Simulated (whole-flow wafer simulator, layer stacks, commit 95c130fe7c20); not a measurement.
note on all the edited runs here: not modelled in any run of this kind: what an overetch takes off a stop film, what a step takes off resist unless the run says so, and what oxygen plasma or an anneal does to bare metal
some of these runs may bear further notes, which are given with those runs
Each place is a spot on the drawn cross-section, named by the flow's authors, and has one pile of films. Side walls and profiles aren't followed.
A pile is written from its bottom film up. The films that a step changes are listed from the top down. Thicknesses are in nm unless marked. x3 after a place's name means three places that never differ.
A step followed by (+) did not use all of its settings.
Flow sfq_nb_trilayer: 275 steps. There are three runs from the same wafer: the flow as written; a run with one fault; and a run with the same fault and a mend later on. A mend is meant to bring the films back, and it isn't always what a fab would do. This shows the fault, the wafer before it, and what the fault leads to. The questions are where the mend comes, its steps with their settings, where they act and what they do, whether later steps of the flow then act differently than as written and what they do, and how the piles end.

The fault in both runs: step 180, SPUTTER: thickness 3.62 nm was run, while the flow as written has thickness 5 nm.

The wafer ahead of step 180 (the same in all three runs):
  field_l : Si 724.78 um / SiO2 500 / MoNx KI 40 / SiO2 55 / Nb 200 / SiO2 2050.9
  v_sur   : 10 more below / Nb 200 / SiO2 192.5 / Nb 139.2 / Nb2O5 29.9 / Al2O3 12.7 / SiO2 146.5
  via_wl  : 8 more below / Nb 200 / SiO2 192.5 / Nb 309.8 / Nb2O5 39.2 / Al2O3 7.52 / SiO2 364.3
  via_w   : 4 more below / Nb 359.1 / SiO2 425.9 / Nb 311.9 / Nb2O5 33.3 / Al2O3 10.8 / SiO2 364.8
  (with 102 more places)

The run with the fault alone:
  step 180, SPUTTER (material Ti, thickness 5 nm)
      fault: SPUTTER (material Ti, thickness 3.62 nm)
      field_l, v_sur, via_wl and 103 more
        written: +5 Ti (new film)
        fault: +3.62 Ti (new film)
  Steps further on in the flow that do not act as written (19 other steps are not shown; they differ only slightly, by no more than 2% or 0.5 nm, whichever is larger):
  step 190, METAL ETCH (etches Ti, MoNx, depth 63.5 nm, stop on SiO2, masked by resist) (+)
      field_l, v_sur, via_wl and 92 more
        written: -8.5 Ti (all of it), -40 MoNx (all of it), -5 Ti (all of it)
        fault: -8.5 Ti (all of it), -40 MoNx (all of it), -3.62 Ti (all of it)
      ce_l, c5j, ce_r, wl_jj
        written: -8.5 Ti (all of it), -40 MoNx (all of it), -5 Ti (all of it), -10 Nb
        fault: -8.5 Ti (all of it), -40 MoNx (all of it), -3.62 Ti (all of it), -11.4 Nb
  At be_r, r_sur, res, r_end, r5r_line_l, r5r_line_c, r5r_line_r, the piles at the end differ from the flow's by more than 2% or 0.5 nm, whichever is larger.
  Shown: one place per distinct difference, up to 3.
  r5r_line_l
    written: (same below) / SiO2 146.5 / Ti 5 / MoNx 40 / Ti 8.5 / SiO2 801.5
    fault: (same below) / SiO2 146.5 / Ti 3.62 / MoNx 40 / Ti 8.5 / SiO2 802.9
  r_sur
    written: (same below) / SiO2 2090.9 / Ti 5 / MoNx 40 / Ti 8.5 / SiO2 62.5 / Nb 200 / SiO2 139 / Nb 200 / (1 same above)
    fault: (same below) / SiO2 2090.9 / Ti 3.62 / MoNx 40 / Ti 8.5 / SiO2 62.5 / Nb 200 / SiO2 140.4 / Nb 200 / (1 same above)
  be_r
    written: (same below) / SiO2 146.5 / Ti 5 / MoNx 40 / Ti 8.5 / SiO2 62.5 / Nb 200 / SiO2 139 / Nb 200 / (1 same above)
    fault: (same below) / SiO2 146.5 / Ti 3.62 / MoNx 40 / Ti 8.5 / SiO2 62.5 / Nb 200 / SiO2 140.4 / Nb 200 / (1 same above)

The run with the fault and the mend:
  After step 180 comes the mend.
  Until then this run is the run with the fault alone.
  step 180a, SPUTTER (material Ti, thickness 1.38 nm) (a further turn of the flow's step 180, with different settings)
      field_l, v_sur, via_wl and 103 more
        +1.38 Ti
  Later steps of the flow that are run all act as written at every place that is followed.
  The piles end the same as the flow's at every place that both follow.
